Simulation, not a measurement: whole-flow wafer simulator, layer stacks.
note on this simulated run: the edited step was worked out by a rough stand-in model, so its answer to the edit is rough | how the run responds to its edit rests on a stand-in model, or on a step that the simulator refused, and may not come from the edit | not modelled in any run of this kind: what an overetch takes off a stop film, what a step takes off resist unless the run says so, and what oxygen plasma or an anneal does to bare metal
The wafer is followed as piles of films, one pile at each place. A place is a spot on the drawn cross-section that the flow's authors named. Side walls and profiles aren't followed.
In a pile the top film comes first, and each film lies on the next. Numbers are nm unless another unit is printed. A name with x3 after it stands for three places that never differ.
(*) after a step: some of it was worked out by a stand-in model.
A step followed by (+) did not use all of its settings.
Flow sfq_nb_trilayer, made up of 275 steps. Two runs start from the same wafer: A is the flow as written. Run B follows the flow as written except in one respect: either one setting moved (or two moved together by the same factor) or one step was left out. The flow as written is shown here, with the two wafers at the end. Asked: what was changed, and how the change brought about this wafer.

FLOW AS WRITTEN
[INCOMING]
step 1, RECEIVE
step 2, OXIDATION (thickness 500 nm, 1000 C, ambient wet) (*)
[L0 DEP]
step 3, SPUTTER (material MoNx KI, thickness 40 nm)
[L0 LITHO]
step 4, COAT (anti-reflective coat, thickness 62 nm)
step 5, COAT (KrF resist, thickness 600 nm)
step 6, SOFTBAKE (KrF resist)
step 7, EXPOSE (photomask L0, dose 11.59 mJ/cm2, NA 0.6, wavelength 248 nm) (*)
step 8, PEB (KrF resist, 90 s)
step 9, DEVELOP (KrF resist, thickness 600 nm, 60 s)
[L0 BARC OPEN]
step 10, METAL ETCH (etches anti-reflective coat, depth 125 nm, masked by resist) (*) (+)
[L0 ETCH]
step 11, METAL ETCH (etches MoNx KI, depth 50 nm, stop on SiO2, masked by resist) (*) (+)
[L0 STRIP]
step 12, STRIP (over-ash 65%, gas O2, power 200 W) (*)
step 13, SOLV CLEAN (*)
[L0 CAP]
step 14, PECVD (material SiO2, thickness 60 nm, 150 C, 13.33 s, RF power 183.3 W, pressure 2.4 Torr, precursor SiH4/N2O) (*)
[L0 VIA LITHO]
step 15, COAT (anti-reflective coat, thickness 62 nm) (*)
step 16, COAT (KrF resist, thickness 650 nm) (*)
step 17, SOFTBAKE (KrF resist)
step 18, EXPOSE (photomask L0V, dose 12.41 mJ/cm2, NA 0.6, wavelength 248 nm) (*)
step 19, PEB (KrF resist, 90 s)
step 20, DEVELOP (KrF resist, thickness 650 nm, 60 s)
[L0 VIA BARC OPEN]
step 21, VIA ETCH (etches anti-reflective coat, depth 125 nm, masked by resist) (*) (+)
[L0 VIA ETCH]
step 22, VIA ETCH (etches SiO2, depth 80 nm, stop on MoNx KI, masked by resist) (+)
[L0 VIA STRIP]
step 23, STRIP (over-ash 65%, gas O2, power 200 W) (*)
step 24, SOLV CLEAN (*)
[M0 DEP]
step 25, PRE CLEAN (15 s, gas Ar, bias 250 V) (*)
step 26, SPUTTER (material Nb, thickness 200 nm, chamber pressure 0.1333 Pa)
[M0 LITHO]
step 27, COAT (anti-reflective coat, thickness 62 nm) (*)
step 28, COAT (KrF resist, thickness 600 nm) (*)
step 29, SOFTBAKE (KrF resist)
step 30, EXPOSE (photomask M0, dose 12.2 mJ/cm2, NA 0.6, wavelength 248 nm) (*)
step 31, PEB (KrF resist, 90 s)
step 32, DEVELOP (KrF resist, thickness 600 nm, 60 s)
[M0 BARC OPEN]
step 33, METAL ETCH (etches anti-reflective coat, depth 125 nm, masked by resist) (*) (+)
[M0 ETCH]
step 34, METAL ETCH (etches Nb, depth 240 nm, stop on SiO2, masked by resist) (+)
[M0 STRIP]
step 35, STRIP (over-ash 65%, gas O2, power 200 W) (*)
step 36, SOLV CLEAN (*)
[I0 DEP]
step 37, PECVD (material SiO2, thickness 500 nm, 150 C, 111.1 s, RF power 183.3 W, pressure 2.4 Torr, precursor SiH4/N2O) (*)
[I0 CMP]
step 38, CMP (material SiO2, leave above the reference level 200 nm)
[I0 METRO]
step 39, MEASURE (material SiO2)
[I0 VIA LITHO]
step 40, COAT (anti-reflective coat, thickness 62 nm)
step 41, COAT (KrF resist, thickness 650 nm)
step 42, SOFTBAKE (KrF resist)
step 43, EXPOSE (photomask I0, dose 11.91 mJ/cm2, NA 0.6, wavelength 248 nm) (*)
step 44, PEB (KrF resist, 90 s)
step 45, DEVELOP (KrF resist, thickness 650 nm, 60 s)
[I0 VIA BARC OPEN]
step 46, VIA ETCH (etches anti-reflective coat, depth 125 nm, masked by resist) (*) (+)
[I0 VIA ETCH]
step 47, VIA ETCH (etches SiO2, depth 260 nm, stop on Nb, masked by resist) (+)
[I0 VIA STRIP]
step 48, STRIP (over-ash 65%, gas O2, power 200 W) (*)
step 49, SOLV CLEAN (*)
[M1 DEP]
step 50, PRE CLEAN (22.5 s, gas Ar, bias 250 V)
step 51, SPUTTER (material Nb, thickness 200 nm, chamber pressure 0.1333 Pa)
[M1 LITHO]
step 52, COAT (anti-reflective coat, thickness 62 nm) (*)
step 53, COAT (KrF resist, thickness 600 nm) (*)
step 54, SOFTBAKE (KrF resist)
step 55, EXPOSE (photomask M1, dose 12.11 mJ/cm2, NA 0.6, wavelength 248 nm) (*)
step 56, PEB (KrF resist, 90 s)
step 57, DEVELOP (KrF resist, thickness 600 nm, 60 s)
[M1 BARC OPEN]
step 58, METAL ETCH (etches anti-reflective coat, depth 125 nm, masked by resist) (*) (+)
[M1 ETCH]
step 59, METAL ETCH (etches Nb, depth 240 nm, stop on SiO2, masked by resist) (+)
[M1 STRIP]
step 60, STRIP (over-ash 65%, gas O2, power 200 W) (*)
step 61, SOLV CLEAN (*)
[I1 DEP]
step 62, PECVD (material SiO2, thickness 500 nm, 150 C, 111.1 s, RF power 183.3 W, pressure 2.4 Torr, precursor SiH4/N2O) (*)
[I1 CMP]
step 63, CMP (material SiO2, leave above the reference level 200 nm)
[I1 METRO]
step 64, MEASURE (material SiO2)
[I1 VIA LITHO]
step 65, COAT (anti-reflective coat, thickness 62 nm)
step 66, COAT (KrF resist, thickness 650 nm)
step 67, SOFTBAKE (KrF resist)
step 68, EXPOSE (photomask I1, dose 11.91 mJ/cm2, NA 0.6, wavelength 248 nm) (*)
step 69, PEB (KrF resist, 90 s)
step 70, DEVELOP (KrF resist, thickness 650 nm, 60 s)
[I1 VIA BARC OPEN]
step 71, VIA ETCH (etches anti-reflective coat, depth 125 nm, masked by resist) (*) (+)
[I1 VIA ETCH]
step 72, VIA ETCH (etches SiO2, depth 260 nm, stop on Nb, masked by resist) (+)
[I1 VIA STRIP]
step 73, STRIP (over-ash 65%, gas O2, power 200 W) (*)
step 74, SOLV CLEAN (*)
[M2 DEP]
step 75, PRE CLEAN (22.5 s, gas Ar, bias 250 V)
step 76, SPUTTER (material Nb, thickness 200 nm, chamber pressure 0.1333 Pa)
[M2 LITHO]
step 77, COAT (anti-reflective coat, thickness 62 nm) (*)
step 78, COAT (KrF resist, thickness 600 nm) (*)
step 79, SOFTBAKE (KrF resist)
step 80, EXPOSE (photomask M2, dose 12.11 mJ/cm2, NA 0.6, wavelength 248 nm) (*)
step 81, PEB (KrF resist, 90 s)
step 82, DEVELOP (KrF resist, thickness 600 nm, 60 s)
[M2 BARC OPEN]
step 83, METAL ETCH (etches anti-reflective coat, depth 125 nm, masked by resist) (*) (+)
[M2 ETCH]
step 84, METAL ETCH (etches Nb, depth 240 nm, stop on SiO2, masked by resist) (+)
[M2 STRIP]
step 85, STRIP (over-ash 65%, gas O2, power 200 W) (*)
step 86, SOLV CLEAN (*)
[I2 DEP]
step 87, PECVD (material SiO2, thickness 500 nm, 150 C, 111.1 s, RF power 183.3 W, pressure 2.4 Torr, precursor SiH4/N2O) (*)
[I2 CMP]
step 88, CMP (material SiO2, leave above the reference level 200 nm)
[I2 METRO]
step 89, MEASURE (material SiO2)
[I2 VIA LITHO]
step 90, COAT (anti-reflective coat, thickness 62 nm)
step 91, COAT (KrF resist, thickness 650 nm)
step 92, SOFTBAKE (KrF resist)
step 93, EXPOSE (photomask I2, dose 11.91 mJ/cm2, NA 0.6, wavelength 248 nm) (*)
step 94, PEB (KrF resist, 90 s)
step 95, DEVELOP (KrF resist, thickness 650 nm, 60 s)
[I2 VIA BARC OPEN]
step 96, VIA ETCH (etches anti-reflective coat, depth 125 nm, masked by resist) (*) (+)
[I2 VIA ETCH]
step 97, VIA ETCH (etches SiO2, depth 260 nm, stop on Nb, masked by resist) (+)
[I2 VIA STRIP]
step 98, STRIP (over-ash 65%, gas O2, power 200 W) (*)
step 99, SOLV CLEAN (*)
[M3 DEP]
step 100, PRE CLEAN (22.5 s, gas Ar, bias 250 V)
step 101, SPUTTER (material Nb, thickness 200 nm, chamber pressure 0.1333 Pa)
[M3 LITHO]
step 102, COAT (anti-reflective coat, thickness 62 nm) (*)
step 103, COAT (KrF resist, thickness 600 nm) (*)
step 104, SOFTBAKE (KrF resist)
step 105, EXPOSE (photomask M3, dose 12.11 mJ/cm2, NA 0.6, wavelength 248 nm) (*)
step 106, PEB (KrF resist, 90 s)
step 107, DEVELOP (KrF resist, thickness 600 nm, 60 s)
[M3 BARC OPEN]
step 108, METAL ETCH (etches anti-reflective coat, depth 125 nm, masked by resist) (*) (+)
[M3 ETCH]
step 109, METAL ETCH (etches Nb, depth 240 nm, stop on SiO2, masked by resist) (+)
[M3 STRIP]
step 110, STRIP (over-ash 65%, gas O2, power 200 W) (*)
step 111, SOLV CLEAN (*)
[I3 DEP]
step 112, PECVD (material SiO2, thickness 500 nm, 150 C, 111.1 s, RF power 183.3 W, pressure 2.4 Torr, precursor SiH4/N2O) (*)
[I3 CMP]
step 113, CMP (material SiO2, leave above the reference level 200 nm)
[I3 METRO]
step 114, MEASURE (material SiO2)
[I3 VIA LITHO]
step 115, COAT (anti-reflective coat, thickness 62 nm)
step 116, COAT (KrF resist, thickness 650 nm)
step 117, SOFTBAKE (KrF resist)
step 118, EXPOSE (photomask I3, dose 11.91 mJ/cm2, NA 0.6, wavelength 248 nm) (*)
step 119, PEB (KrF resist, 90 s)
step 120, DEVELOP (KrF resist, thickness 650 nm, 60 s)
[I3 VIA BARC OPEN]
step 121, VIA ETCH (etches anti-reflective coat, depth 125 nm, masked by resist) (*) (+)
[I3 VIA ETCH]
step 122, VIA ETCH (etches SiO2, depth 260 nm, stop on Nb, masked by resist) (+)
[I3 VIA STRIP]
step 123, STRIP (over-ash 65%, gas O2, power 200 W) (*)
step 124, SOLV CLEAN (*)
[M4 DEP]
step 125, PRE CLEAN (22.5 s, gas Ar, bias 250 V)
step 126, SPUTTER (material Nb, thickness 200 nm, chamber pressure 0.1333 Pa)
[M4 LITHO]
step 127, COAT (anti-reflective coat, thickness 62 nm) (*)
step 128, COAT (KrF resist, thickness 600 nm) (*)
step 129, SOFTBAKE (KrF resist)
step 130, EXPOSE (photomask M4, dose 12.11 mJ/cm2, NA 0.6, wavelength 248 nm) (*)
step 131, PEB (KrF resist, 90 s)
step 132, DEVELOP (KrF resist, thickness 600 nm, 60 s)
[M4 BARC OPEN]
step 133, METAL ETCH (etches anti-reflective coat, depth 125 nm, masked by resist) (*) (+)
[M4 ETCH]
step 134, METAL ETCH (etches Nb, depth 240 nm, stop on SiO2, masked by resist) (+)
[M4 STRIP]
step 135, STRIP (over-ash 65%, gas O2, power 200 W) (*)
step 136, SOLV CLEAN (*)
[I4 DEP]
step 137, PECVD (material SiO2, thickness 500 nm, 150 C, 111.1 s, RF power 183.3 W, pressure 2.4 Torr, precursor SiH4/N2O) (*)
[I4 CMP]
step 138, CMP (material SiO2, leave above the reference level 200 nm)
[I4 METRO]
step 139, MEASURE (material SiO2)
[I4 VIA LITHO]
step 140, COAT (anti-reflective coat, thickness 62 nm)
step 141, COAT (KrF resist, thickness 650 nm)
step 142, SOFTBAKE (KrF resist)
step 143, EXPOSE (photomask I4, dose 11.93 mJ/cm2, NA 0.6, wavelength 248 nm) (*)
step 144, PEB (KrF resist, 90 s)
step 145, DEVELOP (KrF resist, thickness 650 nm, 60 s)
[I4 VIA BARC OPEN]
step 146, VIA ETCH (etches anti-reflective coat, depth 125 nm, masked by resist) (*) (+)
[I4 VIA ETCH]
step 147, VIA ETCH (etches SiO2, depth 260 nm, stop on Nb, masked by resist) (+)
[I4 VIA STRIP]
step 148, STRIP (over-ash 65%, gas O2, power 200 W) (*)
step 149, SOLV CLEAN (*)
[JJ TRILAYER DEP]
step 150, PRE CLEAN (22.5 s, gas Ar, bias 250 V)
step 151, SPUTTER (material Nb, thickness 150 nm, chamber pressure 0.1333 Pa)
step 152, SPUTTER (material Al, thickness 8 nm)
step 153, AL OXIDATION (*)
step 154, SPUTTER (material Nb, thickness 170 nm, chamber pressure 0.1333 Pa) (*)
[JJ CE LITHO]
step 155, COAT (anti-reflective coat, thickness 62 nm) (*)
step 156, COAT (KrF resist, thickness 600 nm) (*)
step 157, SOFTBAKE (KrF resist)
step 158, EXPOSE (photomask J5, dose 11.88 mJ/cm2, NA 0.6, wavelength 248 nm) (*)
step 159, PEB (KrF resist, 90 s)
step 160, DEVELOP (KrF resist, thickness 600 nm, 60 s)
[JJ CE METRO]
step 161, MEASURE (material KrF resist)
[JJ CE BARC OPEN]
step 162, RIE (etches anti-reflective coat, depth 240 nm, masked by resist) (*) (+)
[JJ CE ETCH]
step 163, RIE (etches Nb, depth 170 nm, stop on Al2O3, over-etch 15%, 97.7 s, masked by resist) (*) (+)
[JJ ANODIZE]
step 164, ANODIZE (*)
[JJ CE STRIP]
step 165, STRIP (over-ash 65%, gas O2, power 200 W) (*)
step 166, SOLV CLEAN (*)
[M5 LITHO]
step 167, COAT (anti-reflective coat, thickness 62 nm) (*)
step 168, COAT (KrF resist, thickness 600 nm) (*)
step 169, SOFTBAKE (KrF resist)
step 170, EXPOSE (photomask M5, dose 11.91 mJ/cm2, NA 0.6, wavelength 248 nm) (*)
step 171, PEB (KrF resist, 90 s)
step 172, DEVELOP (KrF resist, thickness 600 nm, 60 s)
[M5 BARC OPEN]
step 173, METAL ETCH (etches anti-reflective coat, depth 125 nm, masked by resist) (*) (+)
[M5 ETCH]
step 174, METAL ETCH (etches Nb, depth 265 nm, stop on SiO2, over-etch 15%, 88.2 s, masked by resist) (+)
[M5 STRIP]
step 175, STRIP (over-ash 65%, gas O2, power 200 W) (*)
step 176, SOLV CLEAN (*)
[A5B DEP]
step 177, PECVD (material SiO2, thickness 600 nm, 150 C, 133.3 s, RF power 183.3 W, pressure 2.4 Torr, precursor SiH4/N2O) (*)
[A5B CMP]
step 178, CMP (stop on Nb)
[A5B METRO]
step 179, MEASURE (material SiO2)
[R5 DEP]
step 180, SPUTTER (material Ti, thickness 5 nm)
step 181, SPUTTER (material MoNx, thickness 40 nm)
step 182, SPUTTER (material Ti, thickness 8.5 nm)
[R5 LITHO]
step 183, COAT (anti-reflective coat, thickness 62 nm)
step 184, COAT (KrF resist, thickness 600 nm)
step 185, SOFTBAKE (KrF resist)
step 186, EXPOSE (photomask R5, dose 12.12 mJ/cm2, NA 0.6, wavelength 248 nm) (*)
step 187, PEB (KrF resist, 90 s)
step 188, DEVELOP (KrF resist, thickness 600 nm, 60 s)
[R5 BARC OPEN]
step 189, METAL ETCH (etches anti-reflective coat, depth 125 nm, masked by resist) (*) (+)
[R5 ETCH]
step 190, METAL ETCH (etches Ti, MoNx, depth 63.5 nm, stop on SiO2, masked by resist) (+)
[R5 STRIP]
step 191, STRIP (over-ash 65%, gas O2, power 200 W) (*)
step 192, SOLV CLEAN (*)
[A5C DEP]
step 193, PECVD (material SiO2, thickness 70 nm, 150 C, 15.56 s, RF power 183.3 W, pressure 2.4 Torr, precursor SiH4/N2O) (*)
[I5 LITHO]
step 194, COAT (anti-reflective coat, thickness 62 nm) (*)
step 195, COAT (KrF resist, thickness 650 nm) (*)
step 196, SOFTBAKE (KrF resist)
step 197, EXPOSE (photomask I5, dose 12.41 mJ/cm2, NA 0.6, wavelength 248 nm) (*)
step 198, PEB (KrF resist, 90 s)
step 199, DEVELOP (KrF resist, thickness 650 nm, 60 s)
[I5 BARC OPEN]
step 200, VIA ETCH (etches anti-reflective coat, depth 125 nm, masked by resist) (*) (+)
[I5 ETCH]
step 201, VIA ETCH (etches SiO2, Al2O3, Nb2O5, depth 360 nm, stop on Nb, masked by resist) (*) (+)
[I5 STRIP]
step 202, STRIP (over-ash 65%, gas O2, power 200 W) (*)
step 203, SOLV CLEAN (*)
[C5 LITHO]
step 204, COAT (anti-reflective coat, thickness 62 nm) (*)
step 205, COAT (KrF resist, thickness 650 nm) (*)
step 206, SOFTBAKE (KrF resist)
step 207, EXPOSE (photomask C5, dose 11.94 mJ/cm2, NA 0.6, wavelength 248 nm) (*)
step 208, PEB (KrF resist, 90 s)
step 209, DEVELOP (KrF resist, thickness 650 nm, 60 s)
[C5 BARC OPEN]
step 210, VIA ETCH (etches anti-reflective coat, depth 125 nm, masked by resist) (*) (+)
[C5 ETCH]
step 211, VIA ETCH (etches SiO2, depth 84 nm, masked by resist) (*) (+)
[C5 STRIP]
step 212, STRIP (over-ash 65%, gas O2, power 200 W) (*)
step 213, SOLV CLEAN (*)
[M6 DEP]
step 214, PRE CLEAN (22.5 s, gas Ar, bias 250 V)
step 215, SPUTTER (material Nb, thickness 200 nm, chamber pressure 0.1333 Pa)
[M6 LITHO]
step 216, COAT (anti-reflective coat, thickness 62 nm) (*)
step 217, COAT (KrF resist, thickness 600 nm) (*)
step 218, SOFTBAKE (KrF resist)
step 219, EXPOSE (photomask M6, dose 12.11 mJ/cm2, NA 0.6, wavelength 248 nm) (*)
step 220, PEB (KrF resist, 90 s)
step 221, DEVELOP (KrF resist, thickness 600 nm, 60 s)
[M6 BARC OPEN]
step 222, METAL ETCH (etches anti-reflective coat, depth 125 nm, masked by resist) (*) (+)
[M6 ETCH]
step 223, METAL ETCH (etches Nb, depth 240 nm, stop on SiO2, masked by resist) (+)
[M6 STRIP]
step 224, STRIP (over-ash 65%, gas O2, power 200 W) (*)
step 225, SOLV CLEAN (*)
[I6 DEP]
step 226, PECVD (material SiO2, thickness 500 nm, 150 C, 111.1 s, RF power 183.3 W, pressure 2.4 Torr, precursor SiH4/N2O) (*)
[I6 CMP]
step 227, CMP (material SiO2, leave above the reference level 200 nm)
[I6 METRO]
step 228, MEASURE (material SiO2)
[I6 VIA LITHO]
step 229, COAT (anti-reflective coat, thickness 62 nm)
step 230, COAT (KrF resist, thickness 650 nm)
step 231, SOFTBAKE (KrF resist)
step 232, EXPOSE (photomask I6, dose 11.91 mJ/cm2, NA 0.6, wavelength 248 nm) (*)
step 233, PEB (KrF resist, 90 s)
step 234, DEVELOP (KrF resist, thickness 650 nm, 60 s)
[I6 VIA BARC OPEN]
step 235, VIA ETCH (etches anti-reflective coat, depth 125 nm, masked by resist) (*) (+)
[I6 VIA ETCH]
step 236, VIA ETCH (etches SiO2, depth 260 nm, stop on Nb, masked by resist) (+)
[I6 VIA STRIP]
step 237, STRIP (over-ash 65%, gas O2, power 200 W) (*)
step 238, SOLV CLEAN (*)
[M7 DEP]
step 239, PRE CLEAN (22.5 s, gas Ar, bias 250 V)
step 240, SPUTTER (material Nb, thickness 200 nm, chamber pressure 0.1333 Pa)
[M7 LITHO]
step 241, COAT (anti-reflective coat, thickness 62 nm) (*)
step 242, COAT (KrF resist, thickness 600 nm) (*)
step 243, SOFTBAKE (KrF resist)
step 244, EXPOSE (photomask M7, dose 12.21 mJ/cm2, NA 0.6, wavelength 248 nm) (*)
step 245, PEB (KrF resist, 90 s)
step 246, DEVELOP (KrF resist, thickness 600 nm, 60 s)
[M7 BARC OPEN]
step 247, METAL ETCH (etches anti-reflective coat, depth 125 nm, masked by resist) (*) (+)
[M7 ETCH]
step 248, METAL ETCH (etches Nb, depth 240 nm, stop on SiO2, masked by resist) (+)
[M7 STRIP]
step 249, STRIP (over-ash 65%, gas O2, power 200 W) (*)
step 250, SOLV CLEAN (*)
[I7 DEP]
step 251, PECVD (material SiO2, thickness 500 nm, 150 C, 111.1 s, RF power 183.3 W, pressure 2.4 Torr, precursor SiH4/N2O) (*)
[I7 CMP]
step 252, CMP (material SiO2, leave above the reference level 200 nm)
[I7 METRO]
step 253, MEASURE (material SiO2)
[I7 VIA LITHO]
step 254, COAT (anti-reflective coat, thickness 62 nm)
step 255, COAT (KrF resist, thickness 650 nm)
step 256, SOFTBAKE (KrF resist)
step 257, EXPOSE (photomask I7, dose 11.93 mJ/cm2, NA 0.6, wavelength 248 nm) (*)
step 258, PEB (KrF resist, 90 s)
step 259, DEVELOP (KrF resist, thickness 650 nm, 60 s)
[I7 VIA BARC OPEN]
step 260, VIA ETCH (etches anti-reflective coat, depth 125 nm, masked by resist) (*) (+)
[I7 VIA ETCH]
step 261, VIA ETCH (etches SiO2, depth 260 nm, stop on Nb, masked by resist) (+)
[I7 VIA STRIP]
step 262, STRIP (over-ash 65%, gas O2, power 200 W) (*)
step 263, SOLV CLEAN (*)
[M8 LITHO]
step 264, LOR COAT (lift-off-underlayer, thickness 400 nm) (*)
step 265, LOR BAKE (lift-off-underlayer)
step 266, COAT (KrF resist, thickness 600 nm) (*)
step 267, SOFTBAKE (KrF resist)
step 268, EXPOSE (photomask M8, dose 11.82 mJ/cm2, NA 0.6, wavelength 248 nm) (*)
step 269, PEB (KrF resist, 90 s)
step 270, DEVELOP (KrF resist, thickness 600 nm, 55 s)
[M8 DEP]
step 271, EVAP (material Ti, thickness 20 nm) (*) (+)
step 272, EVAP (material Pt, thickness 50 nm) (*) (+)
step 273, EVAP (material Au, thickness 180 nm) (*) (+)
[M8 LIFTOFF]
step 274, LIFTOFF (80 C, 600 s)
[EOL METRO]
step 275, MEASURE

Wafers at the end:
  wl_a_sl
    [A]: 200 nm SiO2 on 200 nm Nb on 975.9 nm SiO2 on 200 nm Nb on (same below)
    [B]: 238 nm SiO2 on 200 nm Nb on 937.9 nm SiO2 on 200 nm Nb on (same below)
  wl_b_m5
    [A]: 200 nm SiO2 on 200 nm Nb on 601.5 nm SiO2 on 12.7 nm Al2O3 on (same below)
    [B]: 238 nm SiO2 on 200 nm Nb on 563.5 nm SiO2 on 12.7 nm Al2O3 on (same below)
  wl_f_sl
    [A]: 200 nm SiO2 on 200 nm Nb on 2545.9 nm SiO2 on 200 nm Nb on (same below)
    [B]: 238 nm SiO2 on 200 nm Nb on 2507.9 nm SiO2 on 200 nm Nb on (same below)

What caused this: step 226, PECVD: thickness 362 nm was run, though the flow has thickness 500 nm; step 226, PECVD: 80.56 s was run, where the flow has 111.1 s.

The path from the change to this, step by step:
  step 226, PECVD (material SiO2, thickness 500 nm, 150 C, 111.1 s, RF power 183.3 W, pressure 2.4 Torr, precursor SiH4/N2O) (*)
      field_l, p4_fl, p4_fm and 62 more: A SiO2 gains 500 | B SiO2 gains 362
      v_sur, via_wl, via_w and 21 more: A SiO2 gains 500 (new film) | B SiO2 gains 362 (new film)
      (also at 17 further places)
  step 227, CMP (material SiO2, leave above the reference level 200 nm)
      field_l, p4_fl, p4_fm and 59 more: A SiO2 loses 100 | B nothing
      moat, field_r, lsp_l, ln_m5, lsp_m: A SiO2 loses 93.6 | B nothing
      (also at 39 further places)
  step 229, COAT (anti-reflective coat, thickness 62 nm)
      via_wl, via_w, via_wr, via_sp, res: A anti-reflective coat gains 62 (new film) | B anti-reflective coat gains 59.3 (new film)
      c5j, ce_r, sp_r, r_sur: A anti-reflective coat gains 62 (new film) | B anti-reflective coat gains 59.4 (new film)
      (also at 56 further places)
  step 230, COAT (KrF resist, thickness 650 nm)
      res, r_end: A KrF resist gains 650 (new film) | B KrF resist gains 636.3 (new film)
      via_wl: A KrF resist gains 650 (new film) | B KrF resist gains 635.1 (new film)
      (also at 11 further places)
  step 234, DEVELOP (KrF resist, thickness 650 nm, 60 s)
      via_v: A KrF resist loses 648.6 (all of it) | B KrF resist loses 632.8 (all of it)
  step 235, VIA ETCH (etches anti-reflective coat, depth 125 nm, masked by resist) (*) (+)
      field_l, v_sur, via_wl and 102 more: A KrF resist loses 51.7 | B KrF resist loses 49.3
      via_v: A anti-reflective coat loses 62 (all of it), SiO2 loses 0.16 | B anti-reflective coat loses 59.1 (all of it), SiO2 loses 0.15
  step 237, STRIP (over-ash 65%, gas O2, power 200 W) (*)
      m0r_space_l, m7r_space_l: A KrF resist loses 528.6 (all of it), anti-reflective coat loses 62 (all of it) | B KrF resist loses 535.1 (all of it), anti-reflective coat loses 67.4 (all of it)
      m0r_space_r, m7r_space_r: A KrF resist loses 528.6 (all of it), anti-reflective coat loses 62 (all of it) | B KrF resist loses 535 (all of it), anti-reflective coat loses 67.5 (all of it)
      (also at 61 further places)
  step 240, SPUTTER (material Nb, thickness 200 nm, chamber pressure 0.1333 Pa)
      be: A Nb gains 200 (new film) | B Nb gains 149.4 (new film)
      gap: A Nb gains 200 (new film) | B Nb gains 193 (new film)
  step 241, COAT (anti-reflective coat, thickness 62 nm) (*)
      wl_a_sr, m0r_space_l, m0r_space_r, m7r_space_l, m7r_space_r: A anti-reflective coat gains 62 (new film) | B anti-reflective coat gains 66.6 (new film)
      be_r, r_sur, res: A anti-reflective coat gains 61.7 (new film) | B anti-reflective coat gains 59 (new film)
      (also at 54 further places)
  step 242, COAT (KrF resist, thickness 600 nm) (*)
      v_sur: A KrF resist gains 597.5 (new film) | B KrF resist gains 585.1 (new film)
      via_wl: A KrF resist gains 596.9 (new film) | B KrF resist gains 581.7 (new film)
      (also at 21 further places)
  step 246, DEVELOP (KrF resist, thickness 600 nm, 60 s)
      wl_c_m6: A KrF resist loses 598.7 (all of it) | B KrF resist loses 580.7 (all of it)
      r5r_space_c: A KrF resist loses 598.7 (all of it) | B KrF resist loses 612.8 (all of it)
  step 247, METAL ETCH (etches anti-reflective coat, depth 125 nm, masked by resist) (*) (+)
      m0r_space_l, m0r_space_r, m7r_space_l, m7r_space_r: A anti-reflective coat loses 62 (all of it) | B anti-reflective coat loses 66.6 (all of it)
      m5r_space_l, m5r_space_r: A anti-reflective coat loses 62 (all of it) | B anti-reflective coat loses 64.5 (all of it)
      (also at 23 further places)
  step 249, STRIP (over-ash 65%, gas O2, power 200 W) (*)
      v_sur: A KrF resist loses 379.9 (all of it), anti-reflective coat loses 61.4 (all of it) | B KrF resist loses 366.8 (all of it), anti-reflective coat loses 53.3 (all of it)
      via_wl: A KrF resist loses 379.3 (all of it), anti-reflective coat loses 61.3 (all of it) | B KrF resist loses 363.4 (all of it), anti-reflective coat loses 58.6 (all of it)
      (also at 31 further places)
  step 251, PECVD (material SiO2, thickness 500 nm, 150 C, 111.1 s, RF power 183.3 W, pressure 2.4 Torr, precursor SiH4/N2O) (*)
      be: A SiO2 gains 500 (new film) | B SiO2 gains 656.8 (new film)
  step 252, CMP (material SiO2, leave above the reference level 200 nm)
      field_l, p4_fl, p4_fm and 48 more: A SiO2 loses 100 | B SiO2 loses 62
      wl_a_sl, wl_a_sr, wl_b_sl and 9 more: A SiO2 loses 300 | B SiO2 loses 262
      (also at 12 further places)
